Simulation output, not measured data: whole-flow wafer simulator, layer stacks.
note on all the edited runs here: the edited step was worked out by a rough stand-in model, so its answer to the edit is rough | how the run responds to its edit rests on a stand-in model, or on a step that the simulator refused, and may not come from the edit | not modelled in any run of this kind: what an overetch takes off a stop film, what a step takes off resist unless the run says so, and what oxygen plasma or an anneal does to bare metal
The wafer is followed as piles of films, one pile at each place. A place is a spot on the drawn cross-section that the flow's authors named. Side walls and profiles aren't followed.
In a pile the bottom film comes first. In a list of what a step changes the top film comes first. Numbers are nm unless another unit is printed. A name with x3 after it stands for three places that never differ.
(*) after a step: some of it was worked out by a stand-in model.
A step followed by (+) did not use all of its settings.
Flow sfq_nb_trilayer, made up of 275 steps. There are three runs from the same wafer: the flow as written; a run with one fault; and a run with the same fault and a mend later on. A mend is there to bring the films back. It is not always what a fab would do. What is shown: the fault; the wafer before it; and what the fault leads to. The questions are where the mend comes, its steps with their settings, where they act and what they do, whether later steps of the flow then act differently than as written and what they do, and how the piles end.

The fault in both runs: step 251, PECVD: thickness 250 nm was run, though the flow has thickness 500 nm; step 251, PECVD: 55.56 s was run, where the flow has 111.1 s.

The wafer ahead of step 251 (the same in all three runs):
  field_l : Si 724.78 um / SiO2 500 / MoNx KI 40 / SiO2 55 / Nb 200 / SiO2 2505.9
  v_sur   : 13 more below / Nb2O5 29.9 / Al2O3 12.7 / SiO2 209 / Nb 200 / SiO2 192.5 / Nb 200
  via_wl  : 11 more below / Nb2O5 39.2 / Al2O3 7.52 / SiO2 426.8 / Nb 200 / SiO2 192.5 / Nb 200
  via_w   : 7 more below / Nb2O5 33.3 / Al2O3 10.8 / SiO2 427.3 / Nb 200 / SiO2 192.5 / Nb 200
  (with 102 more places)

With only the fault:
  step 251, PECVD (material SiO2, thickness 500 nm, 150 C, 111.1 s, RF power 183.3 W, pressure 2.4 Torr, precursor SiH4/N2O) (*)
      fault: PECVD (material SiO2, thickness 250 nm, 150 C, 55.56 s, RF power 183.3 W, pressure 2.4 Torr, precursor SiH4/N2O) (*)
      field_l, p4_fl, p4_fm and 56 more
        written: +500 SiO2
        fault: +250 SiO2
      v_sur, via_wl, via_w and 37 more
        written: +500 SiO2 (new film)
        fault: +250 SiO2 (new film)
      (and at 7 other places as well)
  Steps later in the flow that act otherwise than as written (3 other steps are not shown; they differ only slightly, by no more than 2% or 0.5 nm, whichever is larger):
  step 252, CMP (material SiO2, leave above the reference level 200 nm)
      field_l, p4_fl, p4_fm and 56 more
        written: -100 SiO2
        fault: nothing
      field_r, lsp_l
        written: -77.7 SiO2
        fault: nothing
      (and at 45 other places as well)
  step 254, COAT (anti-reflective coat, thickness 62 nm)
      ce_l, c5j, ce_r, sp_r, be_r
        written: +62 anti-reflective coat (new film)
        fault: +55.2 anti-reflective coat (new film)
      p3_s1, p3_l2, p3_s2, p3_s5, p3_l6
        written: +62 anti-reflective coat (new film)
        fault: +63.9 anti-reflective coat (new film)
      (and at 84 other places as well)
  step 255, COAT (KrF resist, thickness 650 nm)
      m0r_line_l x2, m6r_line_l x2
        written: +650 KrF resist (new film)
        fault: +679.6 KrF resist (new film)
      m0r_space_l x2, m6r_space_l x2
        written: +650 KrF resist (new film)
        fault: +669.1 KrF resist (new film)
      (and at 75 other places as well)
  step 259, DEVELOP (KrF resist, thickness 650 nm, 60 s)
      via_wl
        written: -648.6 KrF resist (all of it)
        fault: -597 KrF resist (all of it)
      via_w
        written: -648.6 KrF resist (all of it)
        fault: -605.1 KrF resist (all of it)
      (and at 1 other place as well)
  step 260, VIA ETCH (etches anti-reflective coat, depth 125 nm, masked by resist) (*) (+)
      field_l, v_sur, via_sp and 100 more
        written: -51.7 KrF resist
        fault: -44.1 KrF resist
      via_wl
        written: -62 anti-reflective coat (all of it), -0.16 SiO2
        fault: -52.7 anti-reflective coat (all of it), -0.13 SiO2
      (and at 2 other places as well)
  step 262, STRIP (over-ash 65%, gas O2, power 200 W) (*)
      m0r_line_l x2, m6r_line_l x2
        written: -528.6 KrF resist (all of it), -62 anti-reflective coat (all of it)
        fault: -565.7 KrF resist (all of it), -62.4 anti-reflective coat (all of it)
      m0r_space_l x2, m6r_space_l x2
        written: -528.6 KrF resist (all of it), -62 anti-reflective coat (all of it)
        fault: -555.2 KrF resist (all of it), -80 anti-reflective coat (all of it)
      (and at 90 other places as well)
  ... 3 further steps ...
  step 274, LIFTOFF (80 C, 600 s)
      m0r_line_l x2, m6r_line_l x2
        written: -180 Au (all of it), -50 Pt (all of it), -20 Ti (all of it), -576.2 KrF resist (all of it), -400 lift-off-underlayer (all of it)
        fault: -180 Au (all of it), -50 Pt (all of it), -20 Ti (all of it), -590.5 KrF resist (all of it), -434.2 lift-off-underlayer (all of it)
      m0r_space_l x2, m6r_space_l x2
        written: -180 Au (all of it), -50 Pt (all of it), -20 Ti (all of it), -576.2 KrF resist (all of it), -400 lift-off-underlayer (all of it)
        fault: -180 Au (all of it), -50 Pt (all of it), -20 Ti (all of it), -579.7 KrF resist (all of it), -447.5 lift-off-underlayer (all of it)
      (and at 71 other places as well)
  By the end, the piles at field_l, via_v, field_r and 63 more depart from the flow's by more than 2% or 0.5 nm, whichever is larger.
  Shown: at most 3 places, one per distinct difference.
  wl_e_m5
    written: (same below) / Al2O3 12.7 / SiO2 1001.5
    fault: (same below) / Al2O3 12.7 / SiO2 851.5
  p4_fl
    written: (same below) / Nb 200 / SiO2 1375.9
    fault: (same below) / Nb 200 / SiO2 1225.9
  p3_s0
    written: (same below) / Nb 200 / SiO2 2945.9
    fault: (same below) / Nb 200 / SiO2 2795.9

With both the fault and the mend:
  The mend follows step 251.
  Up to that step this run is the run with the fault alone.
  step 251a, PECVD (material SiO2, thickness 250 nm, 150 C, 55.56 s, RF power 183.3 W, pressure 2.4 Torr, precursor SiH4/N2O) (*) (a further turn of the flow's step 251, with different settings)
      field_l, v_sur, via_wl and 98 more
        +250 SiO2
      field_r, lsp_l
        +239.8 SiO2
      l0_sur, l0v
        +244.3 SiO2
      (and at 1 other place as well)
  Steps later in the flow that act otherwise than as written:
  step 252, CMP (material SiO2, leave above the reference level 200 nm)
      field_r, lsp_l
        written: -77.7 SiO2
        mend: -80.1 SiO2
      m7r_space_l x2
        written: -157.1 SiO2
        mend: -100 SiO2
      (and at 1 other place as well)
  At every place that both follow, the piles at the end match the flow's.
